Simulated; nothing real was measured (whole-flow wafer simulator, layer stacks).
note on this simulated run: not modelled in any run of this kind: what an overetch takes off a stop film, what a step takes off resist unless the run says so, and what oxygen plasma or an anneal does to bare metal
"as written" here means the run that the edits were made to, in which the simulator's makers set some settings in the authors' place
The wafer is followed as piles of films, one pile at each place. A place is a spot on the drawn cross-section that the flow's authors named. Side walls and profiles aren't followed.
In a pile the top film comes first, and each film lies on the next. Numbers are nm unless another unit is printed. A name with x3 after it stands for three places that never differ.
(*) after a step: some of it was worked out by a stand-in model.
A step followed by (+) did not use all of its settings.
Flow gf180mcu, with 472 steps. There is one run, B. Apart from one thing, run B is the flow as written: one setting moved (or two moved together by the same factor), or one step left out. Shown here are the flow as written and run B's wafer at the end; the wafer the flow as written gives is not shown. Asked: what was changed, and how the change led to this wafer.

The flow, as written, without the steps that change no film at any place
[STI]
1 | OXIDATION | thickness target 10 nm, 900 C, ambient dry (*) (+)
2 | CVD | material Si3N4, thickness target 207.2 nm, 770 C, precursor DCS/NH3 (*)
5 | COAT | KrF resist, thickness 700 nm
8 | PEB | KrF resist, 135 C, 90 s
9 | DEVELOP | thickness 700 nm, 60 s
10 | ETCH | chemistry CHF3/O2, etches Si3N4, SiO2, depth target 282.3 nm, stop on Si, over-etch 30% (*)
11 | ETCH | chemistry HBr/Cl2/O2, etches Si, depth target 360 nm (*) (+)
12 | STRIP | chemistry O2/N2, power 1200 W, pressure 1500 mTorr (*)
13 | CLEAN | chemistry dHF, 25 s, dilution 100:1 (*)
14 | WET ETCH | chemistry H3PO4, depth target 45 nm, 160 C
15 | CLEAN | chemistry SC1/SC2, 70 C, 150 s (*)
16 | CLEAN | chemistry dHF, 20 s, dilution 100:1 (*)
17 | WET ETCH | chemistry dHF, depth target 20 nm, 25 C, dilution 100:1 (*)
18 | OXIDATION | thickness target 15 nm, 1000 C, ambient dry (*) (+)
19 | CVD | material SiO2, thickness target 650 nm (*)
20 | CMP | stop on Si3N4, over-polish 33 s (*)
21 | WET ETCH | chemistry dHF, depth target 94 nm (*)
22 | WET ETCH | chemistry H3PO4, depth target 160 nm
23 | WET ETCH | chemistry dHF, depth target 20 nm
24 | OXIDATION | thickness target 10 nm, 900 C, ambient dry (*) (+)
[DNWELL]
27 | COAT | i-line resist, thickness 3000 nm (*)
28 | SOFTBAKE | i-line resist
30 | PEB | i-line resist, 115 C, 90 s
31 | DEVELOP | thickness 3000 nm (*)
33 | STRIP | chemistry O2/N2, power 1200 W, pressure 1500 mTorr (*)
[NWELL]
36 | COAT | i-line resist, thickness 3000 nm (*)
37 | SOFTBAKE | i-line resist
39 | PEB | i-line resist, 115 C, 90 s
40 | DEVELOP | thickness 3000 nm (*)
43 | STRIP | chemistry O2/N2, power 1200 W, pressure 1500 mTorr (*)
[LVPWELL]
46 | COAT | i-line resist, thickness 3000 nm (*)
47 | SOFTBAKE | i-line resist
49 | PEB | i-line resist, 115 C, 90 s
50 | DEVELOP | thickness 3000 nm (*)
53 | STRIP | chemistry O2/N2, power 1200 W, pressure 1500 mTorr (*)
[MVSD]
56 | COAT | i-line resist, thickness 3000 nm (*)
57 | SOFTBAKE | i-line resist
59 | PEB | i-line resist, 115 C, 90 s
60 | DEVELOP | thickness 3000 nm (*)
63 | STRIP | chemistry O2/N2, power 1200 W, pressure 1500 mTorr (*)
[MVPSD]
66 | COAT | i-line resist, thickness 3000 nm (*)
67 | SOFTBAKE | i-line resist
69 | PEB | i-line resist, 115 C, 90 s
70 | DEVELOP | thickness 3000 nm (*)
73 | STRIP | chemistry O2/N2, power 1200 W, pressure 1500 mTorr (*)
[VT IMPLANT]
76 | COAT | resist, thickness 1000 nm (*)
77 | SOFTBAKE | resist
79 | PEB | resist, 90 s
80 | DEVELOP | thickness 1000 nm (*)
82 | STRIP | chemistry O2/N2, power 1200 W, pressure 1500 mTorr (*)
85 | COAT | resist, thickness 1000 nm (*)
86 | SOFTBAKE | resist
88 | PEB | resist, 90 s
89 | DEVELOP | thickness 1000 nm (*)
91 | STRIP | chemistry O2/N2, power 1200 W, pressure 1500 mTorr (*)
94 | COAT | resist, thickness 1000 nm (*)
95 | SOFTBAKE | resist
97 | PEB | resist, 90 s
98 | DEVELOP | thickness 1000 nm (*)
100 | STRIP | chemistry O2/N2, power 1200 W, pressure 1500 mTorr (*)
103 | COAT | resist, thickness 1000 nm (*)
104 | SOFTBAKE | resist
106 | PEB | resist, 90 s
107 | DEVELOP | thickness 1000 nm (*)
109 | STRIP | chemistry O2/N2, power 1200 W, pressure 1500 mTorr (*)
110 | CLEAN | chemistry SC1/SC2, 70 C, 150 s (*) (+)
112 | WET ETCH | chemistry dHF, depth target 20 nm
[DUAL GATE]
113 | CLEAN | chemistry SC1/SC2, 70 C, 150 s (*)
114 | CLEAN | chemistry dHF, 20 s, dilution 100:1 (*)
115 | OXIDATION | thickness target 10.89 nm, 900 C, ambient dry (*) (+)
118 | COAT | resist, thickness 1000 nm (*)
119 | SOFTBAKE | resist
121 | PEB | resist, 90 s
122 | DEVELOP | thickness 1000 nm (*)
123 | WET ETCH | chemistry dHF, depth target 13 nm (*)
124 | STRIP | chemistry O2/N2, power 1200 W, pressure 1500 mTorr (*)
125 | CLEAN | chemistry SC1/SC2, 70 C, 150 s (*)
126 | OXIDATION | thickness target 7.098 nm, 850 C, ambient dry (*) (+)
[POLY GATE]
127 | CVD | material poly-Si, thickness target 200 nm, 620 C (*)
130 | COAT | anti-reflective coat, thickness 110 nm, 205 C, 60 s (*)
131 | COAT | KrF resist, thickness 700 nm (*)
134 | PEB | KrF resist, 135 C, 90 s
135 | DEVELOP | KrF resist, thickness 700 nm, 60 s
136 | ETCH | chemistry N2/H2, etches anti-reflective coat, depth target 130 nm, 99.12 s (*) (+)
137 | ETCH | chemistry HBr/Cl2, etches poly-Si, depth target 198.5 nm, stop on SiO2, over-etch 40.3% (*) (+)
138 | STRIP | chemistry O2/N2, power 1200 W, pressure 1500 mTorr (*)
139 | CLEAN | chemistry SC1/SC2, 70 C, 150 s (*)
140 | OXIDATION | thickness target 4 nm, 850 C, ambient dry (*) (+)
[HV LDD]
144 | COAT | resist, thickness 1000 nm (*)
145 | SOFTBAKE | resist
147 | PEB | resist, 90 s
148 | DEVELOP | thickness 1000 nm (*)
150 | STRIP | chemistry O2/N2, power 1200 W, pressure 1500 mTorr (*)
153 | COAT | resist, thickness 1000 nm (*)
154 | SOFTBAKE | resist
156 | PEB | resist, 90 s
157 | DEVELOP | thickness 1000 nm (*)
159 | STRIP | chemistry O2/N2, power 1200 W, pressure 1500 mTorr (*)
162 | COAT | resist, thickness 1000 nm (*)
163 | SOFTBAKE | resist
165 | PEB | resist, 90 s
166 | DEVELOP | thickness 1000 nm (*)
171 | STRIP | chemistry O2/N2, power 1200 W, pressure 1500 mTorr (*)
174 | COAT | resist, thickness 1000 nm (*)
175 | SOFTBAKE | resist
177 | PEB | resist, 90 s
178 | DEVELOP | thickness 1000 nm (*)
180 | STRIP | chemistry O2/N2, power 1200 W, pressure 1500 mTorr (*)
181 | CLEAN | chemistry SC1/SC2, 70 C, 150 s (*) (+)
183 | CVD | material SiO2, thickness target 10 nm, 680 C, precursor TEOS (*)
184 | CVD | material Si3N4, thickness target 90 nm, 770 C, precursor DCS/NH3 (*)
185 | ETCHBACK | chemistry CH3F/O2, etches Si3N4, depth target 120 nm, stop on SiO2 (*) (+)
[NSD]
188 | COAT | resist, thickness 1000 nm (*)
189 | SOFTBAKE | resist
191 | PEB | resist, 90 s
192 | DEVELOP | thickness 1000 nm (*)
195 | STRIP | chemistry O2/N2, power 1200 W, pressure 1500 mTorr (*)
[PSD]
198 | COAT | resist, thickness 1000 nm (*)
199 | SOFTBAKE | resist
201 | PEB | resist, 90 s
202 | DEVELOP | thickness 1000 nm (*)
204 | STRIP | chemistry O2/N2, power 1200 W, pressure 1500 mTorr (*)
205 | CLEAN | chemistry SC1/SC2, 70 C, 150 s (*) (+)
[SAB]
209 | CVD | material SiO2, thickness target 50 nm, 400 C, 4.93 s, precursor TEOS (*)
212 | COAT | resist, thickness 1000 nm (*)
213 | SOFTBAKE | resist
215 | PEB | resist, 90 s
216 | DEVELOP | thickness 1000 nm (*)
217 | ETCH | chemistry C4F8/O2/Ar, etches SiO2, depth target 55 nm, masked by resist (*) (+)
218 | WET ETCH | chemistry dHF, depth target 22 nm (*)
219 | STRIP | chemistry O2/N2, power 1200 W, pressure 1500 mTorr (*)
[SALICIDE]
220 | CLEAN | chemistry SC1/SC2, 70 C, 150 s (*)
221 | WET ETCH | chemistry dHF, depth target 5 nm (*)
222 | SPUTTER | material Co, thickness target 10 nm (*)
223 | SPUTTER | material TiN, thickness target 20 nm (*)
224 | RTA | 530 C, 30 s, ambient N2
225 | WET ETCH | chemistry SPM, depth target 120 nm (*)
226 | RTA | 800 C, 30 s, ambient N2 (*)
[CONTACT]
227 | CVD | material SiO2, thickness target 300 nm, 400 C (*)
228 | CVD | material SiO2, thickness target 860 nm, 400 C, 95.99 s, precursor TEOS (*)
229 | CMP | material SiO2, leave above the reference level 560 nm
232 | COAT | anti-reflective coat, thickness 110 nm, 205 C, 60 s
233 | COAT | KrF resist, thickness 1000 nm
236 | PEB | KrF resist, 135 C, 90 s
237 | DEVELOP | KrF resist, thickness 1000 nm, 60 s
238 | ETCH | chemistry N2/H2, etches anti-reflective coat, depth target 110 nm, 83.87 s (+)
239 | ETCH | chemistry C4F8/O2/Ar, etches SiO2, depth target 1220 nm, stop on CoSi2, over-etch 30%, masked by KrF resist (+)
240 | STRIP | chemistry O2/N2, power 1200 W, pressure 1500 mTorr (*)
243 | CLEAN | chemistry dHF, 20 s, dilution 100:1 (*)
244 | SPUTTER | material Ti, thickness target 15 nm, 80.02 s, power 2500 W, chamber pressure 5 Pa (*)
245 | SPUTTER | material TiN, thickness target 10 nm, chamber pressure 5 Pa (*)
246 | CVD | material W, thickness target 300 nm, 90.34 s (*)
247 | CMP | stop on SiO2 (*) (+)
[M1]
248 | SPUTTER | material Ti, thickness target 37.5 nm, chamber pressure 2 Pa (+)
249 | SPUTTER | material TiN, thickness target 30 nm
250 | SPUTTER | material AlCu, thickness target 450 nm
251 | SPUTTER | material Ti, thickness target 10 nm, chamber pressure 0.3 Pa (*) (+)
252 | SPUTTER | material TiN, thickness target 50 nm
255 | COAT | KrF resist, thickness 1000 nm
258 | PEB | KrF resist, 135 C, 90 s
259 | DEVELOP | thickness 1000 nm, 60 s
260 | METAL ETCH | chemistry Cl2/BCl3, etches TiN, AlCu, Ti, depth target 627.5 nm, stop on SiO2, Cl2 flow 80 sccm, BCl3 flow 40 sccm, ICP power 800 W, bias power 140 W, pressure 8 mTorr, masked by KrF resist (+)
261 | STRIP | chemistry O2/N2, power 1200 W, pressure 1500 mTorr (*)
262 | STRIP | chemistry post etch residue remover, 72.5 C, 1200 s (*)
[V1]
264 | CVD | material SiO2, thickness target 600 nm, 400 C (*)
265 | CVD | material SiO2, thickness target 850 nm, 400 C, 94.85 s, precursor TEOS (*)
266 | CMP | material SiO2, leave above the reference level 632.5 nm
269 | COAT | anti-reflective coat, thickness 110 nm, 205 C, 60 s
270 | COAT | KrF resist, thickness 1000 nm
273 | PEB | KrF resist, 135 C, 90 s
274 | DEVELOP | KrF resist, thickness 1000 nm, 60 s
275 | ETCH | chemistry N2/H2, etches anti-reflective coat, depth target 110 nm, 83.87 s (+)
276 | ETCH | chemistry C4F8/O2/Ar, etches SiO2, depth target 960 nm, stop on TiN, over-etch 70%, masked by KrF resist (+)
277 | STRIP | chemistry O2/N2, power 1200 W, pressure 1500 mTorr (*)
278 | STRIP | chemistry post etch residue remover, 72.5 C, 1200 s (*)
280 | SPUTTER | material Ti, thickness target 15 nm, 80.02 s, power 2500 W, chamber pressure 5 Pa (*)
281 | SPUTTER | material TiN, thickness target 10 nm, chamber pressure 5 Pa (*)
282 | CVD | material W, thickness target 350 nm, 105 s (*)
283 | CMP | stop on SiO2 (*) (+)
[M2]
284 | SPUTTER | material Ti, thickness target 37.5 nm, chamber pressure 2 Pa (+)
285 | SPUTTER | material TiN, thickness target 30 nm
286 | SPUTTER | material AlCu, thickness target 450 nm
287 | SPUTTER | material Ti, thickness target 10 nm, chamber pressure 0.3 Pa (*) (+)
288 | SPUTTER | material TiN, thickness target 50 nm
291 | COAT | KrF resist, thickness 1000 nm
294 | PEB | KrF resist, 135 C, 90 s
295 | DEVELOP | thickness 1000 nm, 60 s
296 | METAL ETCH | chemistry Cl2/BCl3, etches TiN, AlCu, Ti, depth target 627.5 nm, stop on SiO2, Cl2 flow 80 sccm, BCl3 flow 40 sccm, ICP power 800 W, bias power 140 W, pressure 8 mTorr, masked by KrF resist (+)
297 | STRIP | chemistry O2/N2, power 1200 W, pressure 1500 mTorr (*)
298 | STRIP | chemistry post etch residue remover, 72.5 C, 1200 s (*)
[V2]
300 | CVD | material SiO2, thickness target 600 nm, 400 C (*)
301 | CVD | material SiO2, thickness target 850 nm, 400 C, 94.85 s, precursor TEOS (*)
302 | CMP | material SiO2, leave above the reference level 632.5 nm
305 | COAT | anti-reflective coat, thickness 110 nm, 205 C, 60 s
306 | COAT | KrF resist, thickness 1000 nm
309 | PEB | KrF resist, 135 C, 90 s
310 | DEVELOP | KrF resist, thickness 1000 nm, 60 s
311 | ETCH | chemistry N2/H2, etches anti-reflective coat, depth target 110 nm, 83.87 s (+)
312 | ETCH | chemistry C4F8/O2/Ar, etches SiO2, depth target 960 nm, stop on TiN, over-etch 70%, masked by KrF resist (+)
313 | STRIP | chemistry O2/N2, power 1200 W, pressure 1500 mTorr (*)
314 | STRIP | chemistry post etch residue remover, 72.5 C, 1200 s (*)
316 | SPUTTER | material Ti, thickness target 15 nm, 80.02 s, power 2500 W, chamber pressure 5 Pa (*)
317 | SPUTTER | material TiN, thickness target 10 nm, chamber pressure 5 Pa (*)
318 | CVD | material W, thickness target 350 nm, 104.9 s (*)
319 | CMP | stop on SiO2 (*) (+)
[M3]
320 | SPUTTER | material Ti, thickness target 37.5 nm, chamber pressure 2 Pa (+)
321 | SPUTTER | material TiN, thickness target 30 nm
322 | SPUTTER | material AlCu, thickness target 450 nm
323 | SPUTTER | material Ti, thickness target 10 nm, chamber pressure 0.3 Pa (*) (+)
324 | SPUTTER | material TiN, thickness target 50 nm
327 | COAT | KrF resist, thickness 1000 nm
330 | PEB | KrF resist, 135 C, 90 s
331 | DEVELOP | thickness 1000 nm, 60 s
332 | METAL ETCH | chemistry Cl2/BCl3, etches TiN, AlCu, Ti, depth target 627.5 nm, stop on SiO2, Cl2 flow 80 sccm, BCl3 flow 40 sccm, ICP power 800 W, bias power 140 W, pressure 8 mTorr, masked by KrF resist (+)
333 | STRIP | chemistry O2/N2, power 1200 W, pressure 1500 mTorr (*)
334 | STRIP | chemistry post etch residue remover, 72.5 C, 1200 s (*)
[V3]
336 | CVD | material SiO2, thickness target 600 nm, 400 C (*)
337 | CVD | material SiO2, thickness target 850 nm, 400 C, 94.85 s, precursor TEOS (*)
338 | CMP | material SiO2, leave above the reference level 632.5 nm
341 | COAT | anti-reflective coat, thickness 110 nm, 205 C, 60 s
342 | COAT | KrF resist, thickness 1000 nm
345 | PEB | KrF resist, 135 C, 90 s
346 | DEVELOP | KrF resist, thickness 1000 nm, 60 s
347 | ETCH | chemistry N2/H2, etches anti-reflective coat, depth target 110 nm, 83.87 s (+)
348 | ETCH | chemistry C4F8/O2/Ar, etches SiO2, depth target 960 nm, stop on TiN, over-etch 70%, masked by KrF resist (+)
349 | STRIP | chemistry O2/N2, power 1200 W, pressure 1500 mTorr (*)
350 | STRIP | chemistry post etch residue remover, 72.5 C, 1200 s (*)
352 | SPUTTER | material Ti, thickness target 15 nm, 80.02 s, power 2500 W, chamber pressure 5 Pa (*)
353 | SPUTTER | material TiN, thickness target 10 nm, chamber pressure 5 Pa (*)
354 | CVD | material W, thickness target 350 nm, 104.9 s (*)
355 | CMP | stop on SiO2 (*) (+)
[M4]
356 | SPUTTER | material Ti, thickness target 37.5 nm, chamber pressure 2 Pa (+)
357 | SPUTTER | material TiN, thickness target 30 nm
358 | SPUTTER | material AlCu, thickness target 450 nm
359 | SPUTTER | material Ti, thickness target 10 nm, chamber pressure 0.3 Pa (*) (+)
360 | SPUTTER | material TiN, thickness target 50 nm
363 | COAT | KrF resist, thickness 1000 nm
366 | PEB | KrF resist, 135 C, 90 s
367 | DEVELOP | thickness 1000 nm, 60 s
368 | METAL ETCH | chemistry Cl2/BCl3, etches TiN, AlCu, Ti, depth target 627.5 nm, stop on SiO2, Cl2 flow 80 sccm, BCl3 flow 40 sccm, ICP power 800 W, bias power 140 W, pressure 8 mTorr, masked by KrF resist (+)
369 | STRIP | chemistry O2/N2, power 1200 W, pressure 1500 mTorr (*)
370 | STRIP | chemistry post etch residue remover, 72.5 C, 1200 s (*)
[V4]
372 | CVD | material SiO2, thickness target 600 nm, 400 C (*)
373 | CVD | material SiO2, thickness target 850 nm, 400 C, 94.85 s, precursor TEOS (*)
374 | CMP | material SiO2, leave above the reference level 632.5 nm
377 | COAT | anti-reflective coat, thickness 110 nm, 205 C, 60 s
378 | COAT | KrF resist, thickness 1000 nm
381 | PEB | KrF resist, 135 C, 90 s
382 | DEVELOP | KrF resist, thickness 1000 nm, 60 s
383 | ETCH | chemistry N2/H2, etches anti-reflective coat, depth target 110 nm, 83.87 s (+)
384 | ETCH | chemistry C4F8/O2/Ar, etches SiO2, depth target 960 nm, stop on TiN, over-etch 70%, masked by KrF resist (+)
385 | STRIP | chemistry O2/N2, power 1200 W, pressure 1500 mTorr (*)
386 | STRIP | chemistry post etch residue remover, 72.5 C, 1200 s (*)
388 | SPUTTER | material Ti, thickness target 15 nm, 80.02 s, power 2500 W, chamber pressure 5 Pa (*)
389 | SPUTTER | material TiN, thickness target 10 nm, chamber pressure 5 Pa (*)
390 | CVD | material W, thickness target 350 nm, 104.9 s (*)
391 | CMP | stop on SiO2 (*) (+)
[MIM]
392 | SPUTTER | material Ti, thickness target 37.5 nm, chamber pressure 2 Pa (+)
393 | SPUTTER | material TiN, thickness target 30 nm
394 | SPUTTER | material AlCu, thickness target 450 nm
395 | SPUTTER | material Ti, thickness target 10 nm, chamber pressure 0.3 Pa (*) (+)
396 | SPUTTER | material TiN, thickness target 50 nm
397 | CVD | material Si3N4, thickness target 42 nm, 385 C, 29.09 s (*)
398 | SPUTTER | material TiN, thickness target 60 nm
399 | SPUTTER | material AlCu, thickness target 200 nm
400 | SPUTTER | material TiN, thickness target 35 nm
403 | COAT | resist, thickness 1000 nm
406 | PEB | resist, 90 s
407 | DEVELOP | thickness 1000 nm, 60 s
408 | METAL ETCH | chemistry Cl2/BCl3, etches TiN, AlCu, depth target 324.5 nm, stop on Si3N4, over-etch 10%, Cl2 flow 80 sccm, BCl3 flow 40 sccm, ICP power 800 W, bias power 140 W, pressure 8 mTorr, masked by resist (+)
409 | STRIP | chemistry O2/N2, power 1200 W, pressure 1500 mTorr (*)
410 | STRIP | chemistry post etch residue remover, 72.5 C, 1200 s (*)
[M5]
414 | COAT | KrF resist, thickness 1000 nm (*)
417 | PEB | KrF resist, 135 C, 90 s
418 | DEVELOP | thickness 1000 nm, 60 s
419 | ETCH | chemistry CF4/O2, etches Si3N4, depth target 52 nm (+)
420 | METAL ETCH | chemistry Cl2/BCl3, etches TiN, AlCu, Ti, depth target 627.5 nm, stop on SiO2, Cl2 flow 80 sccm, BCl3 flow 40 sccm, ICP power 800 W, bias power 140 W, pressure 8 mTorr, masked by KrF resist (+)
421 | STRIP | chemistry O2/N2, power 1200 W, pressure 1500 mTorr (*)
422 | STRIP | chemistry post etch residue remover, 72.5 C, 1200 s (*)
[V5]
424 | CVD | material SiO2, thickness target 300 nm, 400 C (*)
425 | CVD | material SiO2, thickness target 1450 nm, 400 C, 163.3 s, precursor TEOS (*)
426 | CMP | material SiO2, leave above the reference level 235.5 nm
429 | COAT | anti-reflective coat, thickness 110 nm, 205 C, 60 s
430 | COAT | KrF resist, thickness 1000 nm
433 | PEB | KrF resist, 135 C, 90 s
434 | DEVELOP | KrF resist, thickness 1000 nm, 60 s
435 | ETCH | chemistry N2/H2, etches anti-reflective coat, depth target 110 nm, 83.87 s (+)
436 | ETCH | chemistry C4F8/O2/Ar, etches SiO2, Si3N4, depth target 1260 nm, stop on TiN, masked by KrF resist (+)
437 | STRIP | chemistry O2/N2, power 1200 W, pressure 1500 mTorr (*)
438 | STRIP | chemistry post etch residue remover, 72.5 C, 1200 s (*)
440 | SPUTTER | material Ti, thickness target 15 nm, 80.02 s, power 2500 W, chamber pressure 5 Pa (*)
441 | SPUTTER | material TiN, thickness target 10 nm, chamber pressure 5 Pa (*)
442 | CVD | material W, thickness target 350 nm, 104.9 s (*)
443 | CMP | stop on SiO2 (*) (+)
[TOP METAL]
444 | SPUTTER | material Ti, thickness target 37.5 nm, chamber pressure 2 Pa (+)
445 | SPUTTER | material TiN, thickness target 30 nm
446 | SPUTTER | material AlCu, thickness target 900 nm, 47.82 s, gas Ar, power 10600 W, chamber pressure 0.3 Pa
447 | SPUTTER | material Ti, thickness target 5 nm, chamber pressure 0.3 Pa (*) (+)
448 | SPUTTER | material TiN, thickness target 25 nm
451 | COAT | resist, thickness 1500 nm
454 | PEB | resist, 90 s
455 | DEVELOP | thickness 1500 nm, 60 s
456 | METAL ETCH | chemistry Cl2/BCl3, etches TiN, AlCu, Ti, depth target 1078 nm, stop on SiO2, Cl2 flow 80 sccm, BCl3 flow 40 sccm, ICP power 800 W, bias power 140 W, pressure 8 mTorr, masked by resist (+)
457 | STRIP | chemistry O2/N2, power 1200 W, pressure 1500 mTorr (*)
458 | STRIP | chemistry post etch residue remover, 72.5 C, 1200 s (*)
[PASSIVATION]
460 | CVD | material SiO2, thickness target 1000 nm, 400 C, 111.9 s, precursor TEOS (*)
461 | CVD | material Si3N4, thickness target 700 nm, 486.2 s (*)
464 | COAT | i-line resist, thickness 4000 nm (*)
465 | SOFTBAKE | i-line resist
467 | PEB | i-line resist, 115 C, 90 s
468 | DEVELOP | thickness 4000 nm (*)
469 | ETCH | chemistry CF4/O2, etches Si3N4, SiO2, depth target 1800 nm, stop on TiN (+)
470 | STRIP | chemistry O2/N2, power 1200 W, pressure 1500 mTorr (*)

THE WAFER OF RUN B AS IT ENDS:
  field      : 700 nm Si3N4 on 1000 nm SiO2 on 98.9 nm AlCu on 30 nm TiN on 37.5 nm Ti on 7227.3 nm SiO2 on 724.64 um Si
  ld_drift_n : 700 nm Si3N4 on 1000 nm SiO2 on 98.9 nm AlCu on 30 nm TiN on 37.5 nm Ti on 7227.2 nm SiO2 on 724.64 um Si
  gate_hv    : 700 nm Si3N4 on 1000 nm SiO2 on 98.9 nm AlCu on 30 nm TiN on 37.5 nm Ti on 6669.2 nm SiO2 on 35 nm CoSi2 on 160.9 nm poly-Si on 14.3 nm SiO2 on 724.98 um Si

What caused this: step 456, METAL ETCH: depth target 825.4 nm was run, while the flow as written has depth target 1078 nm.

The path from the change to this, step by step:
  456 | METAL ETCH | chemistry Cl2/BCl3, etches TiN, AlCu, Ti, depth target 1078 nm, stop on SiO2, Cl2 flow 80 sccm, BCl3 flow 40 sccm, ICP power 800 W, bias power 140 W, pressure 8 mTorr, masked by resist (+)
      field, field__w1, field__w2 and 103 more: -25 TiN (all of it), -5 Ti (all of it), -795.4 AlCu (as written it would have been: -25 TiN (all of it), -5 Ti (all of it), -900 AlCu (all of it), -30 TiN (all of it), -37.5 Ti (all of it))
      field__w8, contact, m1, m1__w1, pad, m1_nw: -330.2 resist (as written it would have been: -431 resist)
  457 | STRIP | chemistry O2/N2, power 1200 W, pressure 1500 mTorr (*)
      field__w8, contact, m1, m1__w1, pad, m1_nw: -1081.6 resist (all of it) (as written it would have been: -980.8 resist (all of it))
  458 | STRIP | chemistry post etch residue remover, 72.5 C, 1200 s (*)
      field, field__w1, field__w2 and 103 more: -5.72 AlCu (as written it would have been: nothing)
  460 | CVD | material SiO2, thickness target 1000 nm, 400 C, 111.9 s, precursor TEOS (*)
      field, field__w1, field__w2 and 103 more: +1000 SiO2 (new film) (as written it would have been: +1000 SiO2)
  464 | COAT | i-line resist, thickness 4000 nm (*)
      field__w8: +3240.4 i-line resist (new film) (as written it would have been: +3093.1 i-line resist (new film))
      contact: +3285.3 i-line resist (new film) (as written it would have been: +3153.6 i-line resist (new film))
      (as well as at 4 more places)
  465 | SOFTBAKE | i-line resist
      field__w5, field__w9: +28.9 i-line resist (as written it would have been: +37.3 i-line resist)
      field__w11, field__w13: +29.1 i-line resist (as written it would have been: +37.9 i-line resist)
      (as well as at 65 more places)
  467 | PEB | i-line resist, 115 C, 90 s
      field__w8, m1__w1: -37.3 i-line resist (as written it would have been: -34.7 i-line resist)
      contact, m1: -37.6 i-line resist (as written it would have been: -35.1 i-line resist)
      (as well as at 2 more places)
  468 | DEVELOP | thickness 4000 nm (*)
      pad: -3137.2 i-line resist (all of it) (as written it would have been: -2974.8 i-line resist (all of it))
  470 | STRIP | chemistry O2/N2, power 1200 W, pressure 1500 mTorr (*)
      field__w8, m1__w1: -1948.1 i-line resist (all of it) (as written it would have been: -1787.7 i-line resist (all of it))
      contact: -1965.7 i-line resist (all of it) (as written it would have been: -1811.2 i-line resist (all of it))
      (as well as at 2 more places)
Taking metal films that touch as one body, field has 1 body; the flow as written gives 0 bodies.
Taking metal films that touch as one body, ld_drift_n has 1 body; the flow as written gives 0 bodies.
Taking metal films that touch as one body, gate_hv has 2 bodies (between them, from the top down: SiO2 6669.2); the flow as written gives 1 body.
